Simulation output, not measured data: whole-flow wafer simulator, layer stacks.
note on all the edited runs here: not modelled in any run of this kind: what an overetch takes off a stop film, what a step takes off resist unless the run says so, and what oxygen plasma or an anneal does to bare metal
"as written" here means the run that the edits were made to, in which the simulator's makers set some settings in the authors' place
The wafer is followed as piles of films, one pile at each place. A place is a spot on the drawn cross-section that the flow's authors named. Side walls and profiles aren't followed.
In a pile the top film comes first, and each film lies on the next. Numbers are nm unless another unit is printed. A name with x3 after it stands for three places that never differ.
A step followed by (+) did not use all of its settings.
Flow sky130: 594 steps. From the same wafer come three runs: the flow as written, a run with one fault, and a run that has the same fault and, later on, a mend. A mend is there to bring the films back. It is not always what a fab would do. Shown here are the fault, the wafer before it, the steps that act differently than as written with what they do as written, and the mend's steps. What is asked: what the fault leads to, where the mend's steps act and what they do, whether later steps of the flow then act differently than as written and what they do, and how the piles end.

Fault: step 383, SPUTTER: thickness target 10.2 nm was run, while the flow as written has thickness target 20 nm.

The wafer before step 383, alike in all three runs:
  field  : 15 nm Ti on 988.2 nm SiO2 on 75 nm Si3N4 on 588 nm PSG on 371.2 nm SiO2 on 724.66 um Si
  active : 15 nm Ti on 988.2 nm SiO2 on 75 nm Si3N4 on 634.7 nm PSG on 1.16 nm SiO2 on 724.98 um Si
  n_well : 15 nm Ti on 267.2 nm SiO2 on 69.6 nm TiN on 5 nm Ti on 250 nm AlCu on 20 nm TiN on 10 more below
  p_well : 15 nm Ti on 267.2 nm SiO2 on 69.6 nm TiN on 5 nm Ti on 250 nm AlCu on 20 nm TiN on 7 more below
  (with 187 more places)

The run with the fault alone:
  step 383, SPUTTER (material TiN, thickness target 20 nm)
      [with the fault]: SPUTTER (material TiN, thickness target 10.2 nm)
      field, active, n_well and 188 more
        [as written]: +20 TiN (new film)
        [with the fault]: +10.2 TiN (new film)
  Steps later in the flow that act otherwise than as written (not shown: 10 more steps that differ only slightly, by at most 2% or 0.5 nm, whichever is larger):
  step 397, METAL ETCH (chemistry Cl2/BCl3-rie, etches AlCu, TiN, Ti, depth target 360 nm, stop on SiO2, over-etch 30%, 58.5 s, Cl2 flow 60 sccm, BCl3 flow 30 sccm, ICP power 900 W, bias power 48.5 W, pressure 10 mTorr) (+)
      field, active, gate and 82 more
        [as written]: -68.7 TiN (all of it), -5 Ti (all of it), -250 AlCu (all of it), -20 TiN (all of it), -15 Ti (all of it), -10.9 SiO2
        [with the fault]: -68.7 TiN (all of it), -5 Ti (all of it), -250 AlCu (all of it), -10.2 TiN (all of it), -15 Ti (all of it), -11.9 SiO2
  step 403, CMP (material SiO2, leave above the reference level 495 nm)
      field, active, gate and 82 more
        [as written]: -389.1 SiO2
        [with the fault]: -397.9 SiO2
  The piles end different from the flow's at n_well, p_well, gate_hv and 103 more by more than 2% or 0.5 nm, whichever is larger.
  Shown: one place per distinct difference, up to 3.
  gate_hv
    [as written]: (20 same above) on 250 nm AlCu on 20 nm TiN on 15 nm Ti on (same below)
    [with the fault]: (20 same above) on 250 nm AlCu on 10.2 nm TiN on 15 nm Ti on (same below)
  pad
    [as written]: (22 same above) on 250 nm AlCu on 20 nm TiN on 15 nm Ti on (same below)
    [with the fault]: (22 same above) on 250 nm AlCu on 10.2 nm TiN on 15 nm Ti on (same below)
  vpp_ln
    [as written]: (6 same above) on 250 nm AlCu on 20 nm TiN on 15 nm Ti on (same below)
    [with the fault]: (6 same above) on 250 nm AlCu on 10.2 nm TiN on 15 nm Ti on (same below)

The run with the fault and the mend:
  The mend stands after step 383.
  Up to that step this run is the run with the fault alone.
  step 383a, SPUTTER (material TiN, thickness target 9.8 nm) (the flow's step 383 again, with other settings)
      field, active, n_well and 188 more
        +9.8 TiN
  Every later step of the flow that is run acts as written at every place that is followed.
  At every place that both follow, the piles at the end match the flow's.
